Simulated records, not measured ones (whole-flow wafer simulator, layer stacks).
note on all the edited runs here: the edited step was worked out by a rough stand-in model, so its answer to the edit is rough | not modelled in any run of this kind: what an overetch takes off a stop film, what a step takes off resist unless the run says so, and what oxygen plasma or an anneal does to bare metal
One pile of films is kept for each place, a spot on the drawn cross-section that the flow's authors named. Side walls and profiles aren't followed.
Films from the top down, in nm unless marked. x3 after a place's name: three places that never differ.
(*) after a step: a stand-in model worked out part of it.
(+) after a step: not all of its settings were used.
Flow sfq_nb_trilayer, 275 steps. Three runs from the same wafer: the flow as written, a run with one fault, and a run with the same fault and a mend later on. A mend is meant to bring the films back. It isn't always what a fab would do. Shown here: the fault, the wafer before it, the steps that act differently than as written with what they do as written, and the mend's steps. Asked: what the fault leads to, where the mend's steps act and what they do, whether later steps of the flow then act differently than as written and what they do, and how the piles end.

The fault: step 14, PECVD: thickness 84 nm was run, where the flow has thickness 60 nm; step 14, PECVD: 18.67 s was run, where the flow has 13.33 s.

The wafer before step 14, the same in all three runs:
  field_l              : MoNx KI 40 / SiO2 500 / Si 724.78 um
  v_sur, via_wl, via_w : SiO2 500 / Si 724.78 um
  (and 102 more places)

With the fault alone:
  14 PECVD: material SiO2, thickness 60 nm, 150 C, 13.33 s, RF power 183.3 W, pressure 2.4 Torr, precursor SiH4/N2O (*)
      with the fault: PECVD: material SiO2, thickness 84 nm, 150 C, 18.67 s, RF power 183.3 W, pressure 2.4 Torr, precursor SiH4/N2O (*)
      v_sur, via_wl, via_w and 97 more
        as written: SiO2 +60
        with the fault: SiO2 +84
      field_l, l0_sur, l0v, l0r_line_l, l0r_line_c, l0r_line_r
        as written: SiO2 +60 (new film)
        with the fault: SiO2 +84 (new film)
  Later steps of the flow that act differently than as written (8 more steps differ only slightly, by at most 2% or 0.5 nm, whichever is larger, and aren't shown):
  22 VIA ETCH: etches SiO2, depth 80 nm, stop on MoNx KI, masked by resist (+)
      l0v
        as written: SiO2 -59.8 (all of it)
        with the fault: SiO2 -80
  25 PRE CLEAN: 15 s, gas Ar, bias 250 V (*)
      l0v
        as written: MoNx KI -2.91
        with the fault: SiO2 -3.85 (all of it), MoNx KI -0.72
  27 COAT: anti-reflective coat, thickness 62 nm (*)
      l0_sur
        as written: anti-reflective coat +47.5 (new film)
        with the fault: anti-reflective coat +45.9 (new film)
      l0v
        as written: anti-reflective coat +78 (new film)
        with the fault: anti-reflective coat +83.4 (new film)
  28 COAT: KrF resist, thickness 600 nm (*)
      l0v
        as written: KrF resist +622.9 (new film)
        with the fault: KrF resist +637.6 (new film)
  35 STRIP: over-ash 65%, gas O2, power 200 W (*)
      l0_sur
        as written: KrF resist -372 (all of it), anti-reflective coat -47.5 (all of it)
        with the fault: KrF resist -369.6 (all of it), anti-reflective coat -45.9 (all of it)
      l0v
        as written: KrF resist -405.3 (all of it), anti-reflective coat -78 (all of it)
        with the fault: KrF resist -419.9 (all of it), anti-reflective coat -83.4 (all of it)
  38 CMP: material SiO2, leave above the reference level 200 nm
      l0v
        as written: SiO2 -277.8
        with the fault: SiO2 -252.1
  At the end the piles differ from the flow's by more than 2% or 0.5 nm, whichever is larger, at field_l, v_sur, via_wl and 100 more.
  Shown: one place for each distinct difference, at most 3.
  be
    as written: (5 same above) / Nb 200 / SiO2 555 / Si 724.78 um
    with the fault: (5 same above) / Nb 200 / SiO2 579 / Si 724.78 um
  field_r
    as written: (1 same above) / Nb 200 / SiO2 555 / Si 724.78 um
    with the fault: (1 same above) / Nb 200 / SiO2 579 / Si 724.78 um
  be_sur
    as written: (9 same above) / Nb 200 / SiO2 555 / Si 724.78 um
    with the fault: (9 same above) / Nb 200 / SiO2 579 / Si 724.78 um

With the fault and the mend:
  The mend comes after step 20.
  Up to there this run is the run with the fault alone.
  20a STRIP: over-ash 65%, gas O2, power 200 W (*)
      p4_fl x3, p4_w1 x9, p4_g1 x2 and 59 more
        KrF resist -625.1 (all of it), anti-reflective coat -62 (all of it)
      ce_l, c5j, ce_r, sp_r, be_r, r_sur
        KrF resist -632 (all of it), anti-reflective coat -63.7 (all of it)
      gap, jj_sur, res
        KrF resist -632.1 (all of it), anti-reflective coat -63.7 (all of it)
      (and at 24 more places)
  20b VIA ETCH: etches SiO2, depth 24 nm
      field_l, v_sur, via_wl and 103 more
        SiO2 -24
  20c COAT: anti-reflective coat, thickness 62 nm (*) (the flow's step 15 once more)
      p4_fl x3, p4_w1 x9, p4_g1 x2 and 59 more
        anti-reflective coat +62 (new film)
      be_sur, gap, jj_sur and 8 more
        anti-reflective coat +63.7 (new film)
      wire, be, moat, field_r
        anti-reflective coat +63.8 (new film)
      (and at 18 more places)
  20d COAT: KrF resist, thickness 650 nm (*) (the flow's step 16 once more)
      p4_fl x3, p4_w1 x9, p4_g1 x2 and 59 more
        KrF resist +650 (new film)
      ce_l, c5j, ce_r, sp_r, be_r
        KrF resist +656.9 (new film)
      gap, jj_sur, r_sur, res
        KrF resist +657 (new film)
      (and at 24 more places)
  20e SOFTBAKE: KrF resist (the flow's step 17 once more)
      changes no film at any place that is followed
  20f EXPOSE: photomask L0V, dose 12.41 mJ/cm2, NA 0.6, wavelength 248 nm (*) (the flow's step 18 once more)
      changes no film at any place that is followed
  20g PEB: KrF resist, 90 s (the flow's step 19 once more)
      p4_fl x3, p4_w1 x9, p4_g1 x2 and 59 more
        KrF resist -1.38
      via_v, wire, be and 15 more
        KrF resist -1.39
      v_sur, via_w, via_wr, via_sp, lsp_m, ln_m6, lsp_r
        KrF resist -1.4
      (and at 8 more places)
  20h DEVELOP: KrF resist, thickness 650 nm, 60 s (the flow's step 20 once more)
      field_l, v_sur, via_wl and 102 more
        KrF resist -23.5
      l0v
        KrF resist -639 (all of it)
  No later step of the flow acts differently than as written, at any place that is followed, by more than 2% or 0.5 nm, whichever is larger.
  At the end the piles are the same as the flow's at every place that both follow.
